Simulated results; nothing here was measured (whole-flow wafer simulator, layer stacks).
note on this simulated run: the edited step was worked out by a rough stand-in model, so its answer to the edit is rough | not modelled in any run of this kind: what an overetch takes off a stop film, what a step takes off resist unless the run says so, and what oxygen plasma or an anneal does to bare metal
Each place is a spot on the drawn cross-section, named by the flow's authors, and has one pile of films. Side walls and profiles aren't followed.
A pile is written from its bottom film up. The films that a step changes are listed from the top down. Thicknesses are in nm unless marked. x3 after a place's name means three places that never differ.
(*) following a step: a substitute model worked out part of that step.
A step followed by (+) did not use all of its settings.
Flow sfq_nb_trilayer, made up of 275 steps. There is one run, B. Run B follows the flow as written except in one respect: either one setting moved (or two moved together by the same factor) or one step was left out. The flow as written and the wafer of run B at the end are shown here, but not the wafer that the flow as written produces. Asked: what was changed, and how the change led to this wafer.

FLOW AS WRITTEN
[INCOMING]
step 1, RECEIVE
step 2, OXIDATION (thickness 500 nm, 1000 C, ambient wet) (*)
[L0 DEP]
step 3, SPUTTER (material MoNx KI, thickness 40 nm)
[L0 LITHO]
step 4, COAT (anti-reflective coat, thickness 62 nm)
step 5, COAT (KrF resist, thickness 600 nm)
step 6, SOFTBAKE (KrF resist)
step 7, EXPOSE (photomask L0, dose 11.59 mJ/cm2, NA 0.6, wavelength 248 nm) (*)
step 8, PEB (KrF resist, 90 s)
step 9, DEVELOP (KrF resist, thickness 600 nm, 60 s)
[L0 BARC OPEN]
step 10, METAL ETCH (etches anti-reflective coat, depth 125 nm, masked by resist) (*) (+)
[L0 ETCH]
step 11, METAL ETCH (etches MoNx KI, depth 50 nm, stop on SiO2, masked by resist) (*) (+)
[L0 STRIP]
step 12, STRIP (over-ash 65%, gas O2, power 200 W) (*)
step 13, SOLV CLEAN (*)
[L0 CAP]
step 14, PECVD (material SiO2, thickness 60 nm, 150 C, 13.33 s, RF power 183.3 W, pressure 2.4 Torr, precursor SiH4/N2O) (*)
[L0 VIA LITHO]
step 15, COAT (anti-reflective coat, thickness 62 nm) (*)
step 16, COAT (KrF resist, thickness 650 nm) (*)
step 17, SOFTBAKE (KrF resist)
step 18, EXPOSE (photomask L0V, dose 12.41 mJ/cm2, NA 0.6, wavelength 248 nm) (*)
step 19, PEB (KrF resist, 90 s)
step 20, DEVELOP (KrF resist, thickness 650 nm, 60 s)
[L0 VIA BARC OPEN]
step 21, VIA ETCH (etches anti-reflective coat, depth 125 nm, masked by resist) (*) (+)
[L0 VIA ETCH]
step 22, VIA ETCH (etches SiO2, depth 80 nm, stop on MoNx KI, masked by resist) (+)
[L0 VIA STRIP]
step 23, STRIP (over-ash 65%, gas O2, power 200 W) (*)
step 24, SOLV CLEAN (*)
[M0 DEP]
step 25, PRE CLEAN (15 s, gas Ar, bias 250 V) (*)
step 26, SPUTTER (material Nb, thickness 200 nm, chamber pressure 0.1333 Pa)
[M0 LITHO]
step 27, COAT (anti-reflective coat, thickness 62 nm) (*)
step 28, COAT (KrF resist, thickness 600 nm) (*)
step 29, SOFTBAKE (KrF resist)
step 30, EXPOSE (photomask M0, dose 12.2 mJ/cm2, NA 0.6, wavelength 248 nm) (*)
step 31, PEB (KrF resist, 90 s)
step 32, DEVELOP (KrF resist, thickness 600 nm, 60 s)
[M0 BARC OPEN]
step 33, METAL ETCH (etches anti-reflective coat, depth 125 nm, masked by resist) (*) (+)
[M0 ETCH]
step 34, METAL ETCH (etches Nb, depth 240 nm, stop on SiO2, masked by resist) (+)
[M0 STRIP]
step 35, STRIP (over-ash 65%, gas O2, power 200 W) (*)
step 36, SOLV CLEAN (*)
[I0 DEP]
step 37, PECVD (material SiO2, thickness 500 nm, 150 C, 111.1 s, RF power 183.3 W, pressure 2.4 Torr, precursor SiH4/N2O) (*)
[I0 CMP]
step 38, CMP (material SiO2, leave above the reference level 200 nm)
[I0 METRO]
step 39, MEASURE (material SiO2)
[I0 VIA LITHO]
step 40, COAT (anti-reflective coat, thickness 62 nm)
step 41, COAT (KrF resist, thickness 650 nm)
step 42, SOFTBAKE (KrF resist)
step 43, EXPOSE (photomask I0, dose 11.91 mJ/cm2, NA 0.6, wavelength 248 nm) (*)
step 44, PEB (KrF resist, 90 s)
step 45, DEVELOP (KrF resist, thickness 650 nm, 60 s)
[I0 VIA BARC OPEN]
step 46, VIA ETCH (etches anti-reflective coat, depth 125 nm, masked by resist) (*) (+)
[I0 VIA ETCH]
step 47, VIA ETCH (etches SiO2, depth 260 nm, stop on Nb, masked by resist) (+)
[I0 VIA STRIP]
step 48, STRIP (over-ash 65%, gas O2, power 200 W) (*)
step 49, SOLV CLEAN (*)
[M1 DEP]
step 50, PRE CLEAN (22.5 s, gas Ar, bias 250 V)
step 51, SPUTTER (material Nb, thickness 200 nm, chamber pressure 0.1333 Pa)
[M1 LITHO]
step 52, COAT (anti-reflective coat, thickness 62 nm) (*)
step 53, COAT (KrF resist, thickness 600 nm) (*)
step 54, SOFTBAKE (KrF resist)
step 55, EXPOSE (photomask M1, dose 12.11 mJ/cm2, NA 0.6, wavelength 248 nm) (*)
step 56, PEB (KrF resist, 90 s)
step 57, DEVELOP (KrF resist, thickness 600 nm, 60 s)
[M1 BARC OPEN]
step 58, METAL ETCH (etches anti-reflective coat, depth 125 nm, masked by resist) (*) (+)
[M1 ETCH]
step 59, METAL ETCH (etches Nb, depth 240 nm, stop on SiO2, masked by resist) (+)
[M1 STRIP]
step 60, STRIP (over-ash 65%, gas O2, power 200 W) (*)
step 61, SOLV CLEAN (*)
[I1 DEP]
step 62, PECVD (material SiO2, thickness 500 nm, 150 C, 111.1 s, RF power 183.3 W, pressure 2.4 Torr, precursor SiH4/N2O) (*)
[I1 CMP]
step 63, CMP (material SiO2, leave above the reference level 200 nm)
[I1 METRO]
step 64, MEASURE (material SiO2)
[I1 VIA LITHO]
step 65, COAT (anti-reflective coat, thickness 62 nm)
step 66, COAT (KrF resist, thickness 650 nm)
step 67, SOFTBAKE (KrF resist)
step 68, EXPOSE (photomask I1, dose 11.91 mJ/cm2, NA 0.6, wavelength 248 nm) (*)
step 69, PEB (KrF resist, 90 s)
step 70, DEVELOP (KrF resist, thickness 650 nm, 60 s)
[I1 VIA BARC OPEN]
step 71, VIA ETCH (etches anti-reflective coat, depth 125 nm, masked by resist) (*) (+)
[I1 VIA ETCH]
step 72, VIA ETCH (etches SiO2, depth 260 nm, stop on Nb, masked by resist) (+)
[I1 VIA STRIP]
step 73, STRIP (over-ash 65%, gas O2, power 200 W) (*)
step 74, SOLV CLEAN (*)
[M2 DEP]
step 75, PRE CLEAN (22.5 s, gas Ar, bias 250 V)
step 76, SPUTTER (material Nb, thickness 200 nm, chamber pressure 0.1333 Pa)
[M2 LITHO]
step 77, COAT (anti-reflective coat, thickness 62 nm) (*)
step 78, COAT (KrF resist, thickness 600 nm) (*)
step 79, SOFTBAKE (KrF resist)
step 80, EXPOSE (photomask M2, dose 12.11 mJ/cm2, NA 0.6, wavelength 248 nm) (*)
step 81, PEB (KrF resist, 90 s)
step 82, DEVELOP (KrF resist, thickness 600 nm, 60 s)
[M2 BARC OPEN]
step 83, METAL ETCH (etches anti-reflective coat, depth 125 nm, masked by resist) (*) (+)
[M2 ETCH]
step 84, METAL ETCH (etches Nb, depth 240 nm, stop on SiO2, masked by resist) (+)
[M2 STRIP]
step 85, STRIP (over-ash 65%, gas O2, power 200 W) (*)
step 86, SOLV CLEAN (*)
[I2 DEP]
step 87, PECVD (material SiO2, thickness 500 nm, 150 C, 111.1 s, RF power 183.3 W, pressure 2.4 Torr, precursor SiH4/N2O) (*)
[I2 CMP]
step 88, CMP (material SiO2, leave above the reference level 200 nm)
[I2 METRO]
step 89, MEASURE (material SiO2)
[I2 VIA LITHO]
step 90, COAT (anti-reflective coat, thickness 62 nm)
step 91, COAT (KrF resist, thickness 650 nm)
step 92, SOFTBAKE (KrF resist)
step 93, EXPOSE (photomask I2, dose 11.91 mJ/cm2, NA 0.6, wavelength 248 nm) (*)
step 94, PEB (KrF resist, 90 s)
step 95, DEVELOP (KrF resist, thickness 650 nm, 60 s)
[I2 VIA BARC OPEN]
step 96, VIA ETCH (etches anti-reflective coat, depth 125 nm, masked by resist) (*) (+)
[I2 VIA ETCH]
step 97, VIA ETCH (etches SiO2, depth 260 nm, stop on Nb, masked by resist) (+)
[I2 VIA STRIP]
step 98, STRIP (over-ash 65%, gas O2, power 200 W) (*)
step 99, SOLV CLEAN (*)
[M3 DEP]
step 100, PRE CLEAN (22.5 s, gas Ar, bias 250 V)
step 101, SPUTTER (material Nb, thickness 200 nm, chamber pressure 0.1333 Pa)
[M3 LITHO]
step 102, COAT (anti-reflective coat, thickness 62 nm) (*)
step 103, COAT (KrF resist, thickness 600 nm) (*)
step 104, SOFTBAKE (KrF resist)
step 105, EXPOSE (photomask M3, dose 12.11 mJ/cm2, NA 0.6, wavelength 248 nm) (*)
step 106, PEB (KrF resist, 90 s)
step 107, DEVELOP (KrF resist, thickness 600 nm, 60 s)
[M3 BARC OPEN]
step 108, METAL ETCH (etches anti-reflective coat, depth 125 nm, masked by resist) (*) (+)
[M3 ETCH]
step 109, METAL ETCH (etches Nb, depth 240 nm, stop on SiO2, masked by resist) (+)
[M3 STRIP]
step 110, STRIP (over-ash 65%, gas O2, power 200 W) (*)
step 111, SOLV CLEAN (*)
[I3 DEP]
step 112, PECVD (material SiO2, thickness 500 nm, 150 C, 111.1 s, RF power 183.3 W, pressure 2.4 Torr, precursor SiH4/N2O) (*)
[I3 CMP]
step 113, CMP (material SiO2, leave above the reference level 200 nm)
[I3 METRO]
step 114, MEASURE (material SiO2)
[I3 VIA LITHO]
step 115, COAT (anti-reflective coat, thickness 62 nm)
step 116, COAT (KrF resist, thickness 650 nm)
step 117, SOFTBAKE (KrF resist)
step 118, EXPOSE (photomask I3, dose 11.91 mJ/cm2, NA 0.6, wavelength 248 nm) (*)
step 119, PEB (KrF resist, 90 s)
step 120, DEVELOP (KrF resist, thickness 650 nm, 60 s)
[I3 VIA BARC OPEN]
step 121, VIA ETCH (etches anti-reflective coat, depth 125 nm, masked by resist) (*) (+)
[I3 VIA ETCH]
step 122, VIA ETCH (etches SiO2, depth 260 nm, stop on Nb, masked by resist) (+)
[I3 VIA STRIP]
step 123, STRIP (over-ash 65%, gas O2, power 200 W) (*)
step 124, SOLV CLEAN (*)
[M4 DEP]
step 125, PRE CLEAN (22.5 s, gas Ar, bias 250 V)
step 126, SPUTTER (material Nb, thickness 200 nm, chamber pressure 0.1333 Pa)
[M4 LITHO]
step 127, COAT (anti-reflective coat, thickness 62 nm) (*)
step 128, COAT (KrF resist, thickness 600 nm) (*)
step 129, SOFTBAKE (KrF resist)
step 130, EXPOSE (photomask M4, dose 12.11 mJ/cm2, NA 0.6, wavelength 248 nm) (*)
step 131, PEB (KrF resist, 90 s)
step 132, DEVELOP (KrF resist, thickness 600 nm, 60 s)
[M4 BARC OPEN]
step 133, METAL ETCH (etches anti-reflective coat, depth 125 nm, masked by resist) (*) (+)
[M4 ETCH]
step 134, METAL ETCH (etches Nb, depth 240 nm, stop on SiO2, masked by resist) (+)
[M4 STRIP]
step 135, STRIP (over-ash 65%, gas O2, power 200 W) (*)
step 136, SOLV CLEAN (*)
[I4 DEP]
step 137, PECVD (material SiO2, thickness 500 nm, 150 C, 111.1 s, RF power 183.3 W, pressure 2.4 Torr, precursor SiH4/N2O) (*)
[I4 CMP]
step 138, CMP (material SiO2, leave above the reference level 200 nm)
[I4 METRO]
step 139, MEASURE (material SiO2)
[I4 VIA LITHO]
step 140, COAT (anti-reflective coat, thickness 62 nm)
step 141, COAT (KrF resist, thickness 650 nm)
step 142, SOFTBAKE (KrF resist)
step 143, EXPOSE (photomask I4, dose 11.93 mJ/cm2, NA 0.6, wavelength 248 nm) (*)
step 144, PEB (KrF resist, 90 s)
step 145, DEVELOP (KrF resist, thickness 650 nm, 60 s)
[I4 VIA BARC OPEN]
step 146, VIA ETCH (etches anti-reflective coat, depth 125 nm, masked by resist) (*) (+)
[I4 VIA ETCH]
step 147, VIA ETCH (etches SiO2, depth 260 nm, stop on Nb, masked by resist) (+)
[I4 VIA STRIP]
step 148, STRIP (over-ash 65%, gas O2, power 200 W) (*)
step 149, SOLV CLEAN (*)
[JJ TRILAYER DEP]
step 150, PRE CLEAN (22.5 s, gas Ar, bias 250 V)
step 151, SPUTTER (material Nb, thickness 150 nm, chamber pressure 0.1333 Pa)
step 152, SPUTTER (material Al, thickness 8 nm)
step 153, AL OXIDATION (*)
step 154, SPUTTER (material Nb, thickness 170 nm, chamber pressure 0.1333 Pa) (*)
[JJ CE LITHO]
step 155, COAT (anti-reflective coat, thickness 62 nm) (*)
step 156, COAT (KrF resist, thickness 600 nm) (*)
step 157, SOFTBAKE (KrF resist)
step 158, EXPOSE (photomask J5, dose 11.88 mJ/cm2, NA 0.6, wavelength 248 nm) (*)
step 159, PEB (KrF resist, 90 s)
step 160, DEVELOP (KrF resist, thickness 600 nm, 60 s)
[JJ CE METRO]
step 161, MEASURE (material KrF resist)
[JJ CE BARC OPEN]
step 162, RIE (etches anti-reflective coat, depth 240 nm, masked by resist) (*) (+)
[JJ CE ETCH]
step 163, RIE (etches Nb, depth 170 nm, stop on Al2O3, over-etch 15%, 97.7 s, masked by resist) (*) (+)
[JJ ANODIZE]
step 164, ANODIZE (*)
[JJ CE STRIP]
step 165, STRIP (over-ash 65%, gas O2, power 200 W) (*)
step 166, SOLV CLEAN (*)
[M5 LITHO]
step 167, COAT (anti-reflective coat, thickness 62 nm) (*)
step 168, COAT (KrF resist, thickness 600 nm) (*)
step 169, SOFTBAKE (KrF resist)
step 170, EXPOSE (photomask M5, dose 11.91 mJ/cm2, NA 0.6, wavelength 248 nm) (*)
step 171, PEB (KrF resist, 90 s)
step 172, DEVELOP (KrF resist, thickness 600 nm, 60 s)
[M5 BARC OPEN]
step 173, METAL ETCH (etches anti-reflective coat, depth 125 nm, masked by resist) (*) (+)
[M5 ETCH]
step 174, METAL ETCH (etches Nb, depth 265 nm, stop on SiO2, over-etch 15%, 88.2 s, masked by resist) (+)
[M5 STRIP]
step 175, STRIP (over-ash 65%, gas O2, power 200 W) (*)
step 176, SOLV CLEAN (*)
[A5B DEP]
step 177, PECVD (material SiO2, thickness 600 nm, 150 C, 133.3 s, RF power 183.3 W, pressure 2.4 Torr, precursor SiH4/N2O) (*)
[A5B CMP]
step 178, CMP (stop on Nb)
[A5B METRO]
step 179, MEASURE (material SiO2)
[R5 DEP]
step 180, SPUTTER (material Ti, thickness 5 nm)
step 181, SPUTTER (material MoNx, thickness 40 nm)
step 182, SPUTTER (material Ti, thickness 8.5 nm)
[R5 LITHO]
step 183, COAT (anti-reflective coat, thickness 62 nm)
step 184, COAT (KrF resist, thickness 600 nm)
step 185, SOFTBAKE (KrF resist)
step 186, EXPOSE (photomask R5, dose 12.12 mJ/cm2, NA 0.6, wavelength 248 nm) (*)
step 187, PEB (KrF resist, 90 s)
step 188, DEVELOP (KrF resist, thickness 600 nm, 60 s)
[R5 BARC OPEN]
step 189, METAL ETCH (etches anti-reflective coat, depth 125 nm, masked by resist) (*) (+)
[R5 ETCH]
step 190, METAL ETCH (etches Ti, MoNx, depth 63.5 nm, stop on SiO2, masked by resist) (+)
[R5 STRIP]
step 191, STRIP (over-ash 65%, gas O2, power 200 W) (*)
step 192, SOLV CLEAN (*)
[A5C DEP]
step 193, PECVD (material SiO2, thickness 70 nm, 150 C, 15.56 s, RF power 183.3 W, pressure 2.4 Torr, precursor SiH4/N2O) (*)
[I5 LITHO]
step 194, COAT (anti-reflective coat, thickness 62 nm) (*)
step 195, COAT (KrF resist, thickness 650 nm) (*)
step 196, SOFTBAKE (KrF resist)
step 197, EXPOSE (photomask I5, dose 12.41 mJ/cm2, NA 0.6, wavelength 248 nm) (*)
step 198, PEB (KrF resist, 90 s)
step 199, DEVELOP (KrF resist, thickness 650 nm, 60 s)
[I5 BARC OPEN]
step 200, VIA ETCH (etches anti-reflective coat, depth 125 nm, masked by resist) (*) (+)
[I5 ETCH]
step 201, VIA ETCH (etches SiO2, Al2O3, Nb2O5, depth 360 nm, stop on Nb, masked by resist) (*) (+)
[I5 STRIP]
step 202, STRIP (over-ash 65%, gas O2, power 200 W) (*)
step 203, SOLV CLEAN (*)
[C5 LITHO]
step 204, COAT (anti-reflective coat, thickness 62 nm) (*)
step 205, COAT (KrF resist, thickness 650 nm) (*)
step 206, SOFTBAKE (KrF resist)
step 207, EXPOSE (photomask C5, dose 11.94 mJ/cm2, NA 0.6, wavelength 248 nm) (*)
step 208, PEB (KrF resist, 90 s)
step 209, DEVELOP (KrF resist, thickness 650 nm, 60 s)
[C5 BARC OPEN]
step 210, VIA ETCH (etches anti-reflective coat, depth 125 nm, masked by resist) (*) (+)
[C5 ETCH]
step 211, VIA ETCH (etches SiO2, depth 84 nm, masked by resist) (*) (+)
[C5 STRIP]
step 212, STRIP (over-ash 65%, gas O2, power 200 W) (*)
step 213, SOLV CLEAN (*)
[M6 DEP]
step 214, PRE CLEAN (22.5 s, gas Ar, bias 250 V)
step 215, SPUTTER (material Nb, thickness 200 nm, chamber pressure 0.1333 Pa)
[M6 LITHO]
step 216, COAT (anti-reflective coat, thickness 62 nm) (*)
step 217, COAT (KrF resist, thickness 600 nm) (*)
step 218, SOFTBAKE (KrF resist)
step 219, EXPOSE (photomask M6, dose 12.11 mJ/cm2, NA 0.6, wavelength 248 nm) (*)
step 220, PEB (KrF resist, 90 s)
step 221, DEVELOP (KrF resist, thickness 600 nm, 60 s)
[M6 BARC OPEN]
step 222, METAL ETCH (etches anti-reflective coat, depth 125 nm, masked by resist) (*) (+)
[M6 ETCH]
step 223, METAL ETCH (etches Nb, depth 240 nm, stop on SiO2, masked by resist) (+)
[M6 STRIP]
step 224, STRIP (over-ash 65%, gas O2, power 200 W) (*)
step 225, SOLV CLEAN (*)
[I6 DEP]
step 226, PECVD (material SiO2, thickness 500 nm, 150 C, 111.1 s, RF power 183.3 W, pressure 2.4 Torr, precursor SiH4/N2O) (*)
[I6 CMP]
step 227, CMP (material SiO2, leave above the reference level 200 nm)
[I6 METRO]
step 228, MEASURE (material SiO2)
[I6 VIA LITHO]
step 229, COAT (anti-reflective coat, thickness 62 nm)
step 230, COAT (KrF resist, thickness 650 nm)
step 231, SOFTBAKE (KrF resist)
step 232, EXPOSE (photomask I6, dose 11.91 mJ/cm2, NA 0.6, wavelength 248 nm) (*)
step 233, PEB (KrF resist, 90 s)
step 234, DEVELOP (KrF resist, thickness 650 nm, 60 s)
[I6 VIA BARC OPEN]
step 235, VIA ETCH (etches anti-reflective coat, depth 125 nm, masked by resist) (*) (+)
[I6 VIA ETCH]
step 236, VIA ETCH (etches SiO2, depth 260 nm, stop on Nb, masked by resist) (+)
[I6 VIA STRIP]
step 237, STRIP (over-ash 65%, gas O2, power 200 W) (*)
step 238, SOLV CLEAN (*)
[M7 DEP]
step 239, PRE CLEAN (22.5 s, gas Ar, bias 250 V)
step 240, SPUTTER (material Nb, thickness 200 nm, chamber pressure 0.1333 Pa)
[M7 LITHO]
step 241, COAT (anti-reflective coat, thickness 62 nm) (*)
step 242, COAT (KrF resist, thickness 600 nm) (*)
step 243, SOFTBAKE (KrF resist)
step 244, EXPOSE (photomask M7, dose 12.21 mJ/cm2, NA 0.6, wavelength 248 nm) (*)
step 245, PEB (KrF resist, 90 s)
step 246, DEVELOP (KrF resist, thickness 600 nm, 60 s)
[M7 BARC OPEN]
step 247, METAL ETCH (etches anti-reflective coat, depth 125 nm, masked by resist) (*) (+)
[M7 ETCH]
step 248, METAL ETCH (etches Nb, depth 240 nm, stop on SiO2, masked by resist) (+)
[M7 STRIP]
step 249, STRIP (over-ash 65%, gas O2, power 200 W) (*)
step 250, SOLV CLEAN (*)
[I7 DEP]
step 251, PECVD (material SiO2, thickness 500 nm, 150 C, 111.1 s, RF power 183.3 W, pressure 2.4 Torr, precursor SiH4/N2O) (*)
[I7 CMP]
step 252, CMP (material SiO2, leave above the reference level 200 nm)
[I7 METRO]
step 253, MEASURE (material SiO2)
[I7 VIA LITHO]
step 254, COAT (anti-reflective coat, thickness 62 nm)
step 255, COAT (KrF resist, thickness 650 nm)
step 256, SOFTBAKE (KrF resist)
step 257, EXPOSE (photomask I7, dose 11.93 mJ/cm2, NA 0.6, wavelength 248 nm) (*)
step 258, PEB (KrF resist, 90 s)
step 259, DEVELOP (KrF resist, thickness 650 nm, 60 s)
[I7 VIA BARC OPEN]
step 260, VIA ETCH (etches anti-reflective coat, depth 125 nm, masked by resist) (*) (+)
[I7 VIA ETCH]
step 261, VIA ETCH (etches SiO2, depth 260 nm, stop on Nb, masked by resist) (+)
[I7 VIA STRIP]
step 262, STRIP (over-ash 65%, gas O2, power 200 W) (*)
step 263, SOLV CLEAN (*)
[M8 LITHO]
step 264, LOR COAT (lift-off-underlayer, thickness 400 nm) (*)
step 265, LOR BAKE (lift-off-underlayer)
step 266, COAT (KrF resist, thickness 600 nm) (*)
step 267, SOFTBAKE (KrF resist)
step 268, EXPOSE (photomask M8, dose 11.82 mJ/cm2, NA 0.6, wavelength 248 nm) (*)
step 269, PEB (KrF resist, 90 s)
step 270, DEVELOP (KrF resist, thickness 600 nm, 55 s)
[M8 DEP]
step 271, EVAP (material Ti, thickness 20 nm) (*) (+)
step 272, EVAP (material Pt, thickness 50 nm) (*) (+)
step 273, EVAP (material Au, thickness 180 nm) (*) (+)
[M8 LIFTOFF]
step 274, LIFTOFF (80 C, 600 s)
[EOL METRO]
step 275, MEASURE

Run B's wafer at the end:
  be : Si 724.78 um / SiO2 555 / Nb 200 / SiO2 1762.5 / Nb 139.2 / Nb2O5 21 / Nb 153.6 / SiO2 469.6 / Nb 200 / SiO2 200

The reason: step 201, VIA ETCH: depth 234 nm was run, though the flow has depth 360 nm.

Step by step, how the change led to this:
  step 201, VIA ETCH (etches SiO2, Al2O3, Nb2O5, depth 360 nm, stop on Nb, masked by resist) (*) (+)
      be: -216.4 SiO2 (all of it), -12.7 Al2O3 (all of it), -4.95 Nb2O5 (as written it would have been: -216.4 SiO2 (all of it), -12.7 Al2O3 (all of it), -29.9 Nb2O5 (all of it))
      field_l, v_sur, via_wl and 102 more: -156 KrF resist (as written it would have been: -240 KrF resist)
  step 202, STRIP (over-ash 65%, gas O2, power 200 W) (*)
      p4_fl, p4_fm, p4_w1 and 44 more: -417.1 KrF resist (all of it), -62 anti-reflective coat (all of it) (as written it would have been: -333.1 KrF resist (all of it), -62 anti-reflective coat (all of it))
      wl_b_sl, wl_b_m5, wl_b_sr and 13 more: -417 KrF resist (all of it), -62 anti-reflective coat (all of it) (as written it would have been: -333 KrF resist (all of it), -62 anti-reflective coat (all of it))
      (also at 42 further places)
  step 204, COAT (anti-reflective coat, thickness 62 nm) (*)
      be: +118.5 anti-reflective coat (new film) (as written it would have been: +122.2 anti-reflective coat (new film))
      be_sur: +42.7 anti-reflective coat (new film) (as written it would have been: +41.8 anti-reflective coat (new film))
  step 205, COAT (KrF resist, thickness 650 nm) (*)
      be: +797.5 KrF resist (new film) (as written it would have been: +815.3 KrF resist (new film))
  step 212, STRIP (over-ash 65%, gas O2, power 200 W) (*)
      be: -710.3 KrF resist (all of it), -118.5 anti-reflective coat (all of it) (as written it would have been: -728.2 KrF resist (all of it), -122.2 anti-reflective coat (all of it))
      be_sur: -561.1 KrF resist (all of it), -42.7 anti-reflective coat (all of it) (as written it would have been: -559.6 KrF resist (all of it), -41.8 anti-reflective coat (all of it))
  step 214, PRE CLEAN (22.5 s, gas Ar, bias 250 V)
      be: -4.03 Nb2O5 (as written it would have been: -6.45 Nb)
  step 215, SPUTTER (material Nb, thickness 200 nm, chamber pressure 0.1333 Pa)
      be: +153.6 Nb (new film) (as written it would have been: +147.3 Nb)
  step 216, COAT (anti-reflective coat, thickness 62 nm) (*)
      be: +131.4 anti-reflective coat (new film) (as written it would have been: +136.7 anti-reflective coat (new film))
      be_sur: +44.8 anti-reflective coat (new film) (as written it would have been: +43.8 anti-reflective coat (new film))
  step 217, COAT (KrF resist, thickness 600 nm) (*)
      be: +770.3 KrF resist (new film) (as written it would have been: +793.9 KrF resist (new film))
  step 224, STRIP (over-ash 65%, gas O2, power 200 W) (*)
      be: -552.3 KrF resist (all of it), -131.4 anti-reflective coat (all of it) (as written it would have been: -575.8 KrF resist (all of it), -136.7 anti-reflective coat (all of it))
      be_sur: -373.4 KrF resist (all of it), -44.8 anti-reflective coat (all of it) (as written it would have been: -371.2 KrF resist (all of it), -43.8 anti-reflective coat (all of it))
  step 226, PECVD (material SiO2, thickness 500 nm, 150 C, 111.1 s, RF power 183.3 W, pressure 2.4 Torr, precursor SiH4/N2O) (*)
      be: +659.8 SiO2 (new film) (as written it would have been: +693.5 SiO2 (new film))
If metal films that touch count as one body, be has 4 bodies (between them, from the top down: SiO2 469.6; Nb2O5 21; SiO2 1762.5); the flow as written gives 3 bodies (between them, from the top down: SiO2 503.2; SiO2 1762.5).
